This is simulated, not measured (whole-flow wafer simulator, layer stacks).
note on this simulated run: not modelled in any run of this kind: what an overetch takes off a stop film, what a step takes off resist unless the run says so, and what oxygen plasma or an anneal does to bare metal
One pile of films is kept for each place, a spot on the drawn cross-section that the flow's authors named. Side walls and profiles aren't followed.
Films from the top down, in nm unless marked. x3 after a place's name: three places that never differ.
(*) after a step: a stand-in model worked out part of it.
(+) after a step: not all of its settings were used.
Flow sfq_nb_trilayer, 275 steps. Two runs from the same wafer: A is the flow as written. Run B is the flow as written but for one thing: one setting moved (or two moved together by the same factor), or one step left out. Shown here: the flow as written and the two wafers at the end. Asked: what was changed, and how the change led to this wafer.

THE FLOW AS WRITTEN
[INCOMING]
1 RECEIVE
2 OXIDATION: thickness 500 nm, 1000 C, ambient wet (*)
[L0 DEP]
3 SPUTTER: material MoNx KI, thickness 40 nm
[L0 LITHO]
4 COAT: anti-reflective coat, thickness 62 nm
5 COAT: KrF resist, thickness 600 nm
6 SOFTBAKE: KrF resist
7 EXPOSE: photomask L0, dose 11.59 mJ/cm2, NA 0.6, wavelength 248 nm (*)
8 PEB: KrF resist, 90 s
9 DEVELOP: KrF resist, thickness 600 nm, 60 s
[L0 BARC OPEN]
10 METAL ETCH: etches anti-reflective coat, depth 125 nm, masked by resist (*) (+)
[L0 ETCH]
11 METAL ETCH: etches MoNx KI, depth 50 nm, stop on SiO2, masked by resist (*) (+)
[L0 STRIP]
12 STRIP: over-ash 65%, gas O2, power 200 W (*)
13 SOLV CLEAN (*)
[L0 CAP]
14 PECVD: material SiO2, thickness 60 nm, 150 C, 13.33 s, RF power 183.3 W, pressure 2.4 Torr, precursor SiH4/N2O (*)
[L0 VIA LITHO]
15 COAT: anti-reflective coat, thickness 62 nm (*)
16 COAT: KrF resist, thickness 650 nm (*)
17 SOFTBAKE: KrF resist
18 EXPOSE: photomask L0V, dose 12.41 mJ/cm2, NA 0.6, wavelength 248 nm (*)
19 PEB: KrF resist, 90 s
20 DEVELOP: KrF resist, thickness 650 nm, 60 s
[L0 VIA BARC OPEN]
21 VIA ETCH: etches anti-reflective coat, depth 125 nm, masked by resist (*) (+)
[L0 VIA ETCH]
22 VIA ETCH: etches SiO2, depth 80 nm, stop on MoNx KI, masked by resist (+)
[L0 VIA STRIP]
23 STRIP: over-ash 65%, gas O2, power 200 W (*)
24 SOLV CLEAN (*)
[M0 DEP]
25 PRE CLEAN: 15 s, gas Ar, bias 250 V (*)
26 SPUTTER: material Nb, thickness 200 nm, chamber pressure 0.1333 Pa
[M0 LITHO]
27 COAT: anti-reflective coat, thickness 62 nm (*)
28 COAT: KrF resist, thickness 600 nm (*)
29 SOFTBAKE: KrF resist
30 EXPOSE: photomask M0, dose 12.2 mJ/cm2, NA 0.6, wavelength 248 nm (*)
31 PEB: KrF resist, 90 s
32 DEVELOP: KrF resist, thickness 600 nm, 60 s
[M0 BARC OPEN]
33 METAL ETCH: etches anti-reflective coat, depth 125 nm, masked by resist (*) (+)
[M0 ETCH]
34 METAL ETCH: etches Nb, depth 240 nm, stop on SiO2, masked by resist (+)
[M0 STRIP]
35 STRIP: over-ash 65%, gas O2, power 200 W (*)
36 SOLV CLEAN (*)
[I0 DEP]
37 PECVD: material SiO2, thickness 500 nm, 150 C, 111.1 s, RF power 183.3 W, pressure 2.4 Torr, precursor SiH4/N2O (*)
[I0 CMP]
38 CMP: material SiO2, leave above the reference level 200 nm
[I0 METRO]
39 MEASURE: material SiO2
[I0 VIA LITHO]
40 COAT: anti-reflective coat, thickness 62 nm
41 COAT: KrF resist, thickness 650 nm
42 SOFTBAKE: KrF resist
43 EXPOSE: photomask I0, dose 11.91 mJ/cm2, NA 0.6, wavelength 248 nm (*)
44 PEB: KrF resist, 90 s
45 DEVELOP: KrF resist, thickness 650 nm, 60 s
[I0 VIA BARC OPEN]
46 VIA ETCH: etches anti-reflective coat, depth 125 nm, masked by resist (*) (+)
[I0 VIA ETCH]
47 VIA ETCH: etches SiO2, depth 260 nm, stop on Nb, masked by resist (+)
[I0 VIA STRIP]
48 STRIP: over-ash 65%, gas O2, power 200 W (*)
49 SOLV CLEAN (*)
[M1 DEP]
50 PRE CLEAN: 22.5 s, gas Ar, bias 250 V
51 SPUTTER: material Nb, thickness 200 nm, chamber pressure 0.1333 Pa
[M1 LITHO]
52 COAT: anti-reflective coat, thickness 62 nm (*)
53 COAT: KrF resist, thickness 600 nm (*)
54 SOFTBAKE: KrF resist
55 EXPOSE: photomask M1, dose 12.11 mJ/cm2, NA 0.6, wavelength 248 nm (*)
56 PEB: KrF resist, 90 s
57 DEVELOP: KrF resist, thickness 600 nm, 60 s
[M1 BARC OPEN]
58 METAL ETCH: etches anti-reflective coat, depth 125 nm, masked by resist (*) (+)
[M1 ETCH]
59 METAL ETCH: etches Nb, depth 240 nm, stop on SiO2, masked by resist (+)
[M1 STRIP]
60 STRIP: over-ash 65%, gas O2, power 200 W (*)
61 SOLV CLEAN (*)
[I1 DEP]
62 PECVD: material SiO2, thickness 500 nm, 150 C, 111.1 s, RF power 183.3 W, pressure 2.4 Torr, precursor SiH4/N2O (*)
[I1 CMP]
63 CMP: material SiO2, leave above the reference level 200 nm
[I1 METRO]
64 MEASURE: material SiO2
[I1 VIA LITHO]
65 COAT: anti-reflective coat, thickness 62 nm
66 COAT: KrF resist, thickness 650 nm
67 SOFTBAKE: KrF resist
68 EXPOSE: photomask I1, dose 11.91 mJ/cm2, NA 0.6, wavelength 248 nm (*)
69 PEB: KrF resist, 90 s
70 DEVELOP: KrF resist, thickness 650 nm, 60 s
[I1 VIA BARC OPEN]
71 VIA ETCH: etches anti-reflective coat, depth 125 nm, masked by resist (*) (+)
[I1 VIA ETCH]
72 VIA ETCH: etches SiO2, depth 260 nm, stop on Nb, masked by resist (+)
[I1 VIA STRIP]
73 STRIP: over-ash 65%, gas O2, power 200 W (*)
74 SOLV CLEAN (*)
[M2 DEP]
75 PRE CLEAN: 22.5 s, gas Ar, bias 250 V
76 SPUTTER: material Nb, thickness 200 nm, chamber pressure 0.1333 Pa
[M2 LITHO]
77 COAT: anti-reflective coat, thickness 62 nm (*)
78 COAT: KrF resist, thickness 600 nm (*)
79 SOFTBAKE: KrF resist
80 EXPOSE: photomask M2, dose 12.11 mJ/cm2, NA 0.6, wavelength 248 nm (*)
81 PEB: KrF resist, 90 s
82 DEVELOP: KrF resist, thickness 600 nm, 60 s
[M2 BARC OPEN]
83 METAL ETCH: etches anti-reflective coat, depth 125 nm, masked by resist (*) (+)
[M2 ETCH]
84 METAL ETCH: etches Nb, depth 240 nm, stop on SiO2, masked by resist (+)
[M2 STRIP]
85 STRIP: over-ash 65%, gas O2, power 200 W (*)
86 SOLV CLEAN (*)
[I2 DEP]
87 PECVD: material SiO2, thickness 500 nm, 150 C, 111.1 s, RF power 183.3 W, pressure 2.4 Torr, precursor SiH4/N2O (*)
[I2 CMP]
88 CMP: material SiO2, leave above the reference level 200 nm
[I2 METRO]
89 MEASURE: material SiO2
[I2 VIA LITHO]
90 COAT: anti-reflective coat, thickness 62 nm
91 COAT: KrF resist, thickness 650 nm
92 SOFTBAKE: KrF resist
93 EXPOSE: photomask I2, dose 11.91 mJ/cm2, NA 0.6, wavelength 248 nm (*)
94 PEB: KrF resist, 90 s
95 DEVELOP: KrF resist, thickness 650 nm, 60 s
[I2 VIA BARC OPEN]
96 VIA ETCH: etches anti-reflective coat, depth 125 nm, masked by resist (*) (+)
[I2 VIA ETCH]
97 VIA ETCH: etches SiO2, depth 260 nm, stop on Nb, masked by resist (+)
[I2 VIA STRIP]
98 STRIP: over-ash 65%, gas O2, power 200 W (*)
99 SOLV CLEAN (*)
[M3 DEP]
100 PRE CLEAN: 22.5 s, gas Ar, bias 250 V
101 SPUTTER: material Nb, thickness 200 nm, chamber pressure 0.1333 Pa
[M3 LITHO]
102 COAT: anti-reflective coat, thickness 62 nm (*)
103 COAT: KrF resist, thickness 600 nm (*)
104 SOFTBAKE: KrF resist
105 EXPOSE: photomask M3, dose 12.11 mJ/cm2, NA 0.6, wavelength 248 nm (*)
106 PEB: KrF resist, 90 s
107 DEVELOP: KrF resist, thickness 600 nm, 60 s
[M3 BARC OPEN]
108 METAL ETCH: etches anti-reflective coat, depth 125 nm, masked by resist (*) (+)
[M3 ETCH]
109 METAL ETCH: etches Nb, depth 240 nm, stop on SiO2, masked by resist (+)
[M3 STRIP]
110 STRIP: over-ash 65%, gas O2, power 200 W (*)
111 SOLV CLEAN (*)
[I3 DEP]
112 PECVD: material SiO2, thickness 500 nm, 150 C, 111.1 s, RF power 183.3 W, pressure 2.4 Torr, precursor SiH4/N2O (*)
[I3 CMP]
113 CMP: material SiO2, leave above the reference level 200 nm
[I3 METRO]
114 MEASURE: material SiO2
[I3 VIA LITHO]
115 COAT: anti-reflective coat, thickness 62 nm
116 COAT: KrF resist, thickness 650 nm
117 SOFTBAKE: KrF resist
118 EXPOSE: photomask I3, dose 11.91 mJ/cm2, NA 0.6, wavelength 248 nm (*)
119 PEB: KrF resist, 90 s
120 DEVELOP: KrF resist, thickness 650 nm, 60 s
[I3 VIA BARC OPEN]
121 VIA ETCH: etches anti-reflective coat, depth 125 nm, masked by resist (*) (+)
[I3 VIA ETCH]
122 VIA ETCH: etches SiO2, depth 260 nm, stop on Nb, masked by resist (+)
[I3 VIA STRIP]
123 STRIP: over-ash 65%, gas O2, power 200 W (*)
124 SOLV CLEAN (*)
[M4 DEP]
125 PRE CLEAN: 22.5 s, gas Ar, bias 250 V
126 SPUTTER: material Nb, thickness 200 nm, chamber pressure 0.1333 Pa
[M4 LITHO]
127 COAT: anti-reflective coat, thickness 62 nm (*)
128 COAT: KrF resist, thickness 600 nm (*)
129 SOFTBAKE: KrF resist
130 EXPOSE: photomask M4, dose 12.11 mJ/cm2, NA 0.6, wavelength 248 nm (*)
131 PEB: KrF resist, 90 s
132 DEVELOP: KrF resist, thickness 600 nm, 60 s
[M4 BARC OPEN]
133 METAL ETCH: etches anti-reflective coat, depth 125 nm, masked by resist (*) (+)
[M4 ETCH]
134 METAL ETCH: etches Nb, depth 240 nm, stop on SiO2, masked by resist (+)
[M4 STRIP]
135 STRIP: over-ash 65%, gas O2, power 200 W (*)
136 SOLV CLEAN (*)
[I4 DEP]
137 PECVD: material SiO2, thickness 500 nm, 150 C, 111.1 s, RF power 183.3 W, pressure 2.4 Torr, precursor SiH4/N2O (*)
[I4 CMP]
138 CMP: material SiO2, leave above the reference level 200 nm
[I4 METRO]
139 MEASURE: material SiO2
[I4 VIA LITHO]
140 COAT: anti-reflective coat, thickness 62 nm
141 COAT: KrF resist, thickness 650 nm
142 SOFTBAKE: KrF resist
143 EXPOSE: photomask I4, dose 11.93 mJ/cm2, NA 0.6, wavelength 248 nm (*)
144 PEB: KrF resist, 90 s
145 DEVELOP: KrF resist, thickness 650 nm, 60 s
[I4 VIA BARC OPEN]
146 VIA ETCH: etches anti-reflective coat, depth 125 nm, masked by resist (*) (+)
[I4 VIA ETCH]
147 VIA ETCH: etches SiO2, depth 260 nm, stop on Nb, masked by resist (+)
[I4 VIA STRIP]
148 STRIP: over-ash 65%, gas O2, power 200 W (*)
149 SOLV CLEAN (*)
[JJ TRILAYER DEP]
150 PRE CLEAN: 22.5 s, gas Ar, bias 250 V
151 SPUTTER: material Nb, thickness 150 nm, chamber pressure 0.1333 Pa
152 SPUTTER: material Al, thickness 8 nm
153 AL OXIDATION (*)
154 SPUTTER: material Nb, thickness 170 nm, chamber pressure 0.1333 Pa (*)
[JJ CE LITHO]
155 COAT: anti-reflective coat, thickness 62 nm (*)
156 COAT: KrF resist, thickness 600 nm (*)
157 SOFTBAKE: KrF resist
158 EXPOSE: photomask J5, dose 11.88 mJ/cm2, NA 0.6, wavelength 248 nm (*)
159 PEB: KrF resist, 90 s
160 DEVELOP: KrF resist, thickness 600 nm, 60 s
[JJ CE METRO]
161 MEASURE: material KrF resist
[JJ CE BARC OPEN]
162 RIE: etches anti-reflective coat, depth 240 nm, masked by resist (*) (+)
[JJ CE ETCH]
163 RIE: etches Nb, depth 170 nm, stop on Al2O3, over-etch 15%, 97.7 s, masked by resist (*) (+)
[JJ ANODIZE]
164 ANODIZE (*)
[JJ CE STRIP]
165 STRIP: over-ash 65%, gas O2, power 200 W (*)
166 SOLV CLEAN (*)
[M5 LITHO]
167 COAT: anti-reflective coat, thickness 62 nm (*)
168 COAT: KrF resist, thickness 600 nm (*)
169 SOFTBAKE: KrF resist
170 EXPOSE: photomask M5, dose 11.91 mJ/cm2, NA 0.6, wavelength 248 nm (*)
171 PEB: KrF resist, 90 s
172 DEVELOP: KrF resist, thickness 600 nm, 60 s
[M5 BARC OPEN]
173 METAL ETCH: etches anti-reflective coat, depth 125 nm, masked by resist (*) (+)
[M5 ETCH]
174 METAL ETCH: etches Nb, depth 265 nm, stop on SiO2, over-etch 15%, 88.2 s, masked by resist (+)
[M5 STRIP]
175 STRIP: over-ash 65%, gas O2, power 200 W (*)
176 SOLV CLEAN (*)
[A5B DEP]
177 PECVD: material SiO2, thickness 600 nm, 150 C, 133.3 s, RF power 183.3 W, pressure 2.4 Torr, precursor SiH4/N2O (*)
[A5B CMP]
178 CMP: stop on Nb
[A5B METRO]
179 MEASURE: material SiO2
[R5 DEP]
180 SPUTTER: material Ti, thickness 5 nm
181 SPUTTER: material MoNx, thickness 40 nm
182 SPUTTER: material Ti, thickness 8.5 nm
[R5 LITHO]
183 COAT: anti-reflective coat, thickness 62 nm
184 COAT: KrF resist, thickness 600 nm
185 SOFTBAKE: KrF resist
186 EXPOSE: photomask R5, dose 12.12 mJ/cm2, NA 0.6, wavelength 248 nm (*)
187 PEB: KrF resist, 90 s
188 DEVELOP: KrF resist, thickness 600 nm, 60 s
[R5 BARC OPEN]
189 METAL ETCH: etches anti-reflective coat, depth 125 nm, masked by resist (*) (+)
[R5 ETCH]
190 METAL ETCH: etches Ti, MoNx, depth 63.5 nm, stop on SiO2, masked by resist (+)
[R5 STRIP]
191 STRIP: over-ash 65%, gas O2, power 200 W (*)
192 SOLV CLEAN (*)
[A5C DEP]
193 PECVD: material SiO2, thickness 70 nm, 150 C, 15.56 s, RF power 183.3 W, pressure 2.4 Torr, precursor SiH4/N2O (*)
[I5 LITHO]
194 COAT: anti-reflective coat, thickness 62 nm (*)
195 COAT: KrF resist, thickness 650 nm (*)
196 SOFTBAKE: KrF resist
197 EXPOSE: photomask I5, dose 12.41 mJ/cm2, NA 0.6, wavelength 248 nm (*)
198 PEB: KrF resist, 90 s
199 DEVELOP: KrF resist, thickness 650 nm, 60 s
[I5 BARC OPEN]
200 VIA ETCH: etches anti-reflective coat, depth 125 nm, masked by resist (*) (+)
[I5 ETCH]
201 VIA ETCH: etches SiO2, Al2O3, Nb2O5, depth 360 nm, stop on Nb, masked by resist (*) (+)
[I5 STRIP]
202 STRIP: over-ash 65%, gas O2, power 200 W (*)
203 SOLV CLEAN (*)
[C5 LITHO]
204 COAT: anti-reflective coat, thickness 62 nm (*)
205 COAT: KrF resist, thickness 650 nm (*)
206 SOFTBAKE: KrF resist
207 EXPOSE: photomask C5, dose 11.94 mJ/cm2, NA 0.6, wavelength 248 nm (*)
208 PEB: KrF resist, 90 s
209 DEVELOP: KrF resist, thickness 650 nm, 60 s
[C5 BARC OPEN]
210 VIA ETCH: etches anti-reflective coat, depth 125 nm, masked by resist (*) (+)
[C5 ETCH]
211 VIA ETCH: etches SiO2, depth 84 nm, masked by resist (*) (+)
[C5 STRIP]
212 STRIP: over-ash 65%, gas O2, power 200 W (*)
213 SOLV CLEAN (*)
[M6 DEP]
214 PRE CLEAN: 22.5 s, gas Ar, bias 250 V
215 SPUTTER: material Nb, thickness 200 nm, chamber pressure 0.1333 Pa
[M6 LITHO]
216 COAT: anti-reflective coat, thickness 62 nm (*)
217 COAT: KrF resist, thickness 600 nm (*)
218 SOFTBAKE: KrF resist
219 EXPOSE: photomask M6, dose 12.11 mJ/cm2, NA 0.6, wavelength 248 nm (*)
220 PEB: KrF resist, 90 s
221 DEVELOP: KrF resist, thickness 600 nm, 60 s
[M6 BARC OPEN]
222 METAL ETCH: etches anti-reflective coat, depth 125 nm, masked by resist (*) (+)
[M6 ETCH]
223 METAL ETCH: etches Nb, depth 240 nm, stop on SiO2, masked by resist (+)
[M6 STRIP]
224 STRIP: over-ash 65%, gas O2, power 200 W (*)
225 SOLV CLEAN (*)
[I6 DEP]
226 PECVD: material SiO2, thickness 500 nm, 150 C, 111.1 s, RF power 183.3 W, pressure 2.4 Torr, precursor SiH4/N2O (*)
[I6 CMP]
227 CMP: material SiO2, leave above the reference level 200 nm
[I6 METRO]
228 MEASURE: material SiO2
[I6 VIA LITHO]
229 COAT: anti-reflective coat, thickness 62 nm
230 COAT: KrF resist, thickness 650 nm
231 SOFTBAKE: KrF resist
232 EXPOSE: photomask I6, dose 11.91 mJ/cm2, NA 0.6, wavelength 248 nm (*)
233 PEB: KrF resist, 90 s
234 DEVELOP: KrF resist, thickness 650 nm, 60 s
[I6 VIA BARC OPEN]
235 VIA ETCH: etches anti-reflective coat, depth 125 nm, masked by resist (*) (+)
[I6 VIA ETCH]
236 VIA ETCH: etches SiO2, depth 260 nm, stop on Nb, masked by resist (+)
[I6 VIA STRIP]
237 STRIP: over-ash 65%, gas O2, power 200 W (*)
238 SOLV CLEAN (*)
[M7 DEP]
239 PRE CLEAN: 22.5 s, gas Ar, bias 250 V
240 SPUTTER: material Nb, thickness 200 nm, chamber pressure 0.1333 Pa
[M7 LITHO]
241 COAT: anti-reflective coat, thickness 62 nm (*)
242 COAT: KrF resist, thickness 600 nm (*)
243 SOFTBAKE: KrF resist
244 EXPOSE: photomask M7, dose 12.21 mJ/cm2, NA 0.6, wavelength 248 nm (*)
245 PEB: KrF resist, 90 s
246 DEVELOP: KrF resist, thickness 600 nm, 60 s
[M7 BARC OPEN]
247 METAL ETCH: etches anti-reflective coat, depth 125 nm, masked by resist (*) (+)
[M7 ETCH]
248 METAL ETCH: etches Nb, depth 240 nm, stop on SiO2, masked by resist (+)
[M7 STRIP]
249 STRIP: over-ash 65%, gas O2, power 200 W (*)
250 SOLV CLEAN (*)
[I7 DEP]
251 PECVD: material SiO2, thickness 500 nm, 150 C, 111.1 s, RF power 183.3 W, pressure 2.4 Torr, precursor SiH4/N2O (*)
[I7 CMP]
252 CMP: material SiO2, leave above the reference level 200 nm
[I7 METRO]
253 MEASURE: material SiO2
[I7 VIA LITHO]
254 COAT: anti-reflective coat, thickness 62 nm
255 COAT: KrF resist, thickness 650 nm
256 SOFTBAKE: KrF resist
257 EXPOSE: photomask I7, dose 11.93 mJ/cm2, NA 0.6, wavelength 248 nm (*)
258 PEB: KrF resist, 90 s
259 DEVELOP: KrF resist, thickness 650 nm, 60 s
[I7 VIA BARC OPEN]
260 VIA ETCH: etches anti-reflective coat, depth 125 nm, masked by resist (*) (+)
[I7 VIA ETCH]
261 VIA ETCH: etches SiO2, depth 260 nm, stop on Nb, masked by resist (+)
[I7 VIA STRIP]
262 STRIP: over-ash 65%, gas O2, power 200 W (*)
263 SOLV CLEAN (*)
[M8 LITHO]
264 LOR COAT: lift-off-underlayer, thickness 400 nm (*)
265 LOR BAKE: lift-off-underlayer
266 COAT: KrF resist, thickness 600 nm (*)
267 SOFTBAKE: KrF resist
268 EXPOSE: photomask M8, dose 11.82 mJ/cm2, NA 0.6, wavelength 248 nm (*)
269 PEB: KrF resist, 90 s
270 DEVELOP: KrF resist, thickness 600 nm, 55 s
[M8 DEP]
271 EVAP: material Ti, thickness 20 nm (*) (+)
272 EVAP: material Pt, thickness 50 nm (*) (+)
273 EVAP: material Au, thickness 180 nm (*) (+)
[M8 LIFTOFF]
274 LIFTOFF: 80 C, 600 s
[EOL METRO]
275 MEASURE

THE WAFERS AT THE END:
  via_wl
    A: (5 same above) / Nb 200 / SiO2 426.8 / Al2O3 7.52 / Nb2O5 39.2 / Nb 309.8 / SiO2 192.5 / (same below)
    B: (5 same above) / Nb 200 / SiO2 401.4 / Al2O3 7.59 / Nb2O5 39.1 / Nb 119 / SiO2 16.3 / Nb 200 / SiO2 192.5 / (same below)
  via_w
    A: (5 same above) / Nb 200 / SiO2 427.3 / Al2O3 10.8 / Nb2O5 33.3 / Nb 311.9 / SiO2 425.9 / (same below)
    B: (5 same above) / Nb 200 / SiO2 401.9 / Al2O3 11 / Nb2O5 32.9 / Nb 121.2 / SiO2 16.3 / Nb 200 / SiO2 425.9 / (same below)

The cause: step 147, VIA ETCH: depth 176 nm was run, where the flow has depth 260 nm.

How the change led to this, step by step:
  147 VIA ETCH: etches SiO2, depth 260 nm, stop on Nb, masked by resist (+)
      via_wl, via_w, via_wr: A SiO2 -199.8 (all of it) | B SiO2 -176
      field_l, v_sur, via_sp and 100 more: A KrF resist -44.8 | B KrF resist -30.3
  148 STRIP: over-ash 65%, gas O2, power 200 W (*)
      field_l, v_sur, via_sp and 100 more: A KrF resist -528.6 (all of it), anti-reflective coat -62 (all of it) | B KrF resist -543.1 (all of it), anti-reflective coat -62 (all of it)
  150 PRE CLEAN: 22.5 s, gas Ar, bias 250 V
      via_wl, via_w, via_wr: A Nb -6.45 | B SiO2 -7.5
  151 SPUTTER: material Nb, thickness 150 nm, chamber pressure 0.1333 Pa
      via_wl, via_w, via_wr: A Nb +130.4 | B Nb +133 (new film)
  154 SPUTTER: material Nb, thickness 170 nm, chamber pressure 0.1333 Pa (*)
      via_wl, via_wr: A Nb +140.7 (new film) | B Nb +144.7 (new film)
      via_w: A Nb +141 (new film) | B Nb +145 (new film)
  155 COAT: anti-reflective coat, thickness 62 nm (*)
      via_wl, via_wr: A anti-reflective coat +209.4 (new film) | B anti-reflective coat +187.2 (new film)
      v_sur: A anti-reflective coat +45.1 (new film) | B anti-reflective coat +46.2 (new film)
      (and at 1 more place)
  156 COAT: KrF resist, thickness 600 nm (*)
      via_w: A KrF resist +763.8 (new film) | B KrF resist +742.2 (new film)
  160 DEVELOP: KrF resist, thickness 600 nm, 60 s
      via_w: A KrF resist -762.1 (all of it) | B KrF resist -740.6 (all of it)
  162 RIE: etches anti-reflective coat, depth 240 nm, masked by resist (*) (+)
      ce_l, c5j, ce_r, wl_jj: A KrF resist -209.4 | B KrF resist -187.2
      via_wl, via_wr: A anti-reflective coat -209.4 (all of it) | B anti-reflective coat -187.2 (all of it)
      (and at 2 more places)
  163 RIE: etches Nb, depth 170 nm, stop on Al2O3, over-etch 15%, 97.7 s, masked by resist (*) (+)
      via_wl, via_wr: A Nb -140.7 (all of it), Al2O3 -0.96 (all of it) | B Nb -144.7 (all of it), Al2O3 -0.96 (all of it)
      via_w: A Nb -141 (all of it), Al2O3 -0.96 (all of it) | B Nb -145 (all of it), Al2O3 -0.96 (all of it)
  165 STRIP: over-ash 65%, gas O2, power 200 W (*)
      ce_l: A KrF resist -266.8 (all of it), anti-reflective coat -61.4 (all of it) | B KrF resist -289.1 (all of it), anti-reflective coat -61.5 (all of it)
      c5j: A KrF resist -266.9 (all of it), anti-reflective coat -61.5 (all of it) | B KrF resist -289.2 (all of it), anti-reflective coat -61.5 (all of it)
      (and at 2 more places)
  167 COAT: anti-reflective coat, thickness 62 nm (*)
      via_wl: A anti-reflective coat +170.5 (new film) | B anti-reflective coat +153.3 (new film)
      via_wr: A anti-reflective coat +170.6 (new film) | B anti-reflective coat +153.3 (new film)
  168 COAT: KrF resist, thickness 600 nm (*)
      via_w: A KrF resist +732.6 (new film) | B KrF resist +715.8 (new film)
  175 STRIP: over-ash 65%, gas O2, power 200 W (*)
      via_wl: A KrF resist -427 (all of it), anti-reflective coat -170.5 (all of it) | B KrF resist -424.8 (all of it), anti-reflective coat -153.3 (all of it)
      via_w: A KrF resist -503.5 (all of it), anti-reflective coat -84.1 (all of it) | B KrF resist -486.7 (all of it), anti-reflective coat -82.8 (all of it)
      (and at 1 more place)
  178 CMP: stop on Nb
      via_wl, via_wr: A SiO2 -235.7 | B SiO2 -261.1
      via_w: A SiO2 -235.2 | B SiO2 -260.6
Counting metal films that touch as one body, via_wl has 8 bodies (between them, from the top down: SiO2 192.5; SiO2 401.4 / Al2O3 7.59 / Nb2O5 39.1; SiO2 16.3; SiO2 192.5; SiO2 192.5; SiO2 192.5; SiO2 192.5); the flow as written gives 7 bodies (between them, from the top down: SiO2 192.5; SiO2 426.8 / Al2O3 7.52 / Nb2O5 39.2; SiO2 192.5; SiO2 192.5; SiO2 192.5; SiO2 192.5).
Counting metal films that touch as one body, via_w has 6 bodies (between them, from the top down: SiO2 192.5; SiO2 401.9 / Al2O3 11 / Nb2O5 32.9; SiO2 16.3; SiO2 425.9; SiO2 416.9); the flow as written gives 5 bodies (between them, from the top down: SiO2 192.5; SiO2 427.3 / Al2O3 10.8 / Nb2O5 33.3; SiO2 425.9; SiO2 416.9).
